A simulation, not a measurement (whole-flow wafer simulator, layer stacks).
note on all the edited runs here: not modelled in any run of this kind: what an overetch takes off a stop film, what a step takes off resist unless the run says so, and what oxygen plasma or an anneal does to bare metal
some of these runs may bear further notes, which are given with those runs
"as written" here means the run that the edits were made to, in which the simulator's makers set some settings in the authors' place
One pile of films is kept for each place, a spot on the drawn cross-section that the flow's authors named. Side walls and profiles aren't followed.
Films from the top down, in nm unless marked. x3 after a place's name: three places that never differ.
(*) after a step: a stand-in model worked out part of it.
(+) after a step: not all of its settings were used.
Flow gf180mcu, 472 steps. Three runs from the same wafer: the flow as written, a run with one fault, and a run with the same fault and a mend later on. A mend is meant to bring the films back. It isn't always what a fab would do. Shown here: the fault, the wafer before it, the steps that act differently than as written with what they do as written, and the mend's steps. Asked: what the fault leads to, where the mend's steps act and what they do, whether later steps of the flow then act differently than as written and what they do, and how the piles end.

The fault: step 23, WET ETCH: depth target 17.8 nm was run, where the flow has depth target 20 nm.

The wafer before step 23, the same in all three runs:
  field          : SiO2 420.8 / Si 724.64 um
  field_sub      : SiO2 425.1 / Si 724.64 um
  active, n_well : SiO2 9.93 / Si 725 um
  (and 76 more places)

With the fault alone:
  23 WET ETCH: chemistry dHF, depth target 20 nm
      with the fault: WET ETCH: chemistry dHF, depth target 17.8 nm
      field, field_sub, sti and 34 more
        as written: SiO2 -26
        with the fault: SiO2 -23.1
  Later steps of the flow that act differently than as written (102 more steps differ only slightly, by at most 2% or 0.5 nm, whichever is larger, and aren't shown):
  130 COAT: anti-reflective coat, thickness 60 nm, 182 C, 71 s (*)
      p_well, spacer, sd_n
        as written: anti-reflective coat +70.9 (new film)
        with the fault: anti-reflective coat +73.6 (new film)
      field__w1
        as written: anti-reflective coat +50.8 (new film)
        with the fault: anti-reflective coat +49.4 (new film)
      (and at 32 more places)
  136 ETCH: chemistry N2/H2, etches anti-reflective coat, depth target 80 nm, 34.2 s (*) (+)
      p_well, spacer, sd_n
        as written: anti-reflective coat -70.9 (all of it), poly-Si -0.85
        with the fault: anti-reflective coat -73.6 (all of it), poly-Si -0.78
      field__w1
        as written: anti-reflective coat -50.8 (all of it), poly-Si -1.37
        with the fault: anti-reflective coat -49.4 (all of it), poly-Si -1.4
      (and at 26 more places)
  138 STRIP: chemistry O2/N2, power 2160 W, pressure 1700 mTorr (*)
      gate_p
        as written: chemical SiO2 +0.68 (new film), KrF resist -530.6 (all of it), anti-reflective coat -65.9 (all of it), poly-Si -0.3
        with the fault: chemical SiO2 +0.68 (new film), KrF resist -530.7 (all of it), anti-reflective coat -67.3 (all of it), poly-Si -0.3
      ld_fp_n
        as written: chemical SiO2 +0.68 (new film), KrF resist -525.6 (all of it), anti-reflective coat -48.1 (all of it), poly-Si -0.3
        with the fault: chemical SiO2 +0.68 (new film), KrF resist -525.3 (all of it), anti-reflective coat -46.9 (all of it), poly-Si -0.3
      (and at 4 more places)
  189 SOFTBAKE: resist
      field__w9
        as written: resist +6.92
        with the fault: resist -3.08
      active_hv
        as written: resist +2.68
        with the fault: resist -0.51
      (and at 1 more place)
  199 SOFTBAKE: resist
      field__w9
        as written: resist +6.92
        with the fault: resist -3.08
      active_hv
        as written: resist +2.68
        with the fault: resist -0.51
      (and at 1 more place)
  At the end the piles differ from the flow's only slightly at the places that both follow, by at most 2% or 0.5 nm, whichever is larger.

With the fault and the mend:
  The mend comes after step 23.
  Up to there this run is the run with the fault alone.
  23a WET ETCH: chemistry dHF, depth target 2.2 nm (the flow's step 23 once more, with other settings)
      field, field_sub, sti and 34 more
        SiO2 -2.2
  Later steps of the flow that act differently than as written (103 more steps differ only slightly, by at most 2% or 0.5 nm, whichever is larger, and aren't shown):
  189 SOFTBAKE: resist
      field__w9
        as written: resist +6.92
        with the mend: resist -3.07
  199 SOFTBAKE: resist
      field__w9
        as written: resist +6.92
        with the mend: resist -3.07
  At the end the piles differ from the flow's only slightly at the places that both follow, by at most 2% or 0.5 nm, whichever is larger.
